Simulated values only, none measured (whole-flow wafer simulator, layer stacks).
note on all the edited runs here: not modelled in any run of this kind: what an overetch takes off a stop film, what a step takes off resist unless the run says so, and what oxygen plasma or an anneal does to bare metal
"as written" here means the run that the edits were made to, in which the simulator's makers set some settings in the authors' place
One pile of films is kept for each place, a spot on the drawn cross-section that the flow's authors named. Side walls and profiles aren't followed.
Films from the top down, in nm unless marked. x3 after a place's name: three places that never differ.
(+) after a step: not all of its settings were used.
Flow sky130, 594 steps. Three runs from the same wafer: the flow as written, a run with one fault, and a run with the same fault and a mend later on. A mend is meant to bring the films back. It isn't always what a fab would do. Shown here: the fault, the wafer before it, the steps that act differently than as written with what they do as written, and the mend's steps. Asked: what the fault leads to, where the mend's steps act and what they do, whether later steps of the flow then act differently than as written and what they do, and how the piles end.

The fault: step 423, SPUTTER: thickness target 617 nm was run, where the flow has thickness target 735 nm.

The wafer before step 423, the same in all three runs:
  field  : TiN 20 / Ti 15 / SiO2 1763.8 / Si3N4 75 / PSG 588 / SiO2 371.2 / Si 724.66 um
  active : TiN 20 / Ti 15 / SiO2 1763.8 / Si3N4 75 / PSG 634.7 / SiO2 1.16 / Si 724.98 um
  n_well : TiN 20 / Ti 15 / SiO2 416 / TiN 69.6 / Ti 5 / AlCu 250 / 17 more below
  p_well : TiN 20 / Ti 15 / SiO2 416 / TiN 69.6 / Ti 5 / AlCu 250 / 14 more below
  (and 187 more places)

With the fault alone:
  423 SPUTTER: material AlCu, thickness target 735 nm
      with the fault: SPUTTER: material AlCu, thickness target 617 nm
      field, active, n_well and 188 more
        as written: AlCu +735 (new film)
        with the fault: AlCu +617 (new film)
  Later steps of the flow that act differently than as written (9 more steps differ only slightly, by at most 2% or 0.5 nm, whichever is larger, and aren't shown):
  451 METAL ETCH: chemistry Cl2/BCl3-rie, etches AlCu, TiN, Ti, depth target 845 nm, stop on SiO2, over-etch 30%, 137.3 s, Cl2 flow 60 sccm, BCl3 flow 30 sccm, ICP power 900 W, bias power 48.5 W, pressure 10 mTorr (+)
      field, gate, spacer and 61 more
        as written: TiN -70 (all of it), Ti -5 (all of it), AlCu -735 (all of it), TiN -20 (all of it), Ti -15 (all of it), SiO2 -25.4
        with the fault: TiN -70 (all of it), Ti -5 (all of it), AlCu -617 (all of it), TiN -20 (all of it), Ti -15 (all of it), SiO2 -37.1
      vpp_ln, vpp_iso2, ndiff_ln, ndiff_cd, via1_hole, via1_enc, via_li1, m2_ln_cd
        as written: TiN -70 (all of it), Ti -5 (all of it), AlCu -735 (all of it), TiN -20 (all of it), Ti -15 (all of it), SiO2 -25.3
        with the fault: TiN -70 (all of it), Ti -5 (all of it), AlCu -617 (all of it), TiN -20 (all of it), Ti -15 (all of it), SiO2 -37.1
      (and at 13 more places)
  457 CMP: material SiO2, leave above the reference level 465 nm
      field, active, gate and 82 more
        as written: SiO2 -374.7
        with the fault: SiO2 -480.8
  At the end the piles differ from the flow's by more than 2% or 0.5 nm, whichever is larger, at field, active, n_well and 190 more.
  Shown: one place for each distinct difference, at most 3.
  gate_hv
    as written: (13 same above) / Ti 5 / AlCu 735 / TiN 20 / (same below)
    with the fault: (13 same above) / Ti 5 / AlCu 617 / TiN 20 / (same below)
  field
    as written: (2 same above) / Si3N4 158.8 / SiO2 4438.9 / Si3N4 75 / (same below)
    with the fault: (2 same above) / Si3N4 158.8 / SiO2 4320.9 / Si3N4 75 / (same below)
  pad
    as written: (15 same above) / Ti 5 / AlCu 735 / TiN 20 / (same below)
    with the fault: (15 same above) / Ti 5 / AlCu 617 / TiN 20 / (same below)

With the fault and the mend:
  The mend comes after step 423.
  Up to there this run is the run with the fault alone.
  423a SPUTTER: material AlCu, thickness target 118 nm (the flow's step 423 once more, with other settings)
      field, active, n_well and 188 more
        AlCu +118
  No later step of the flow acts differently than as written at any place that is followed.
  At the end the piles are the same as the flow's at every place that both follow.
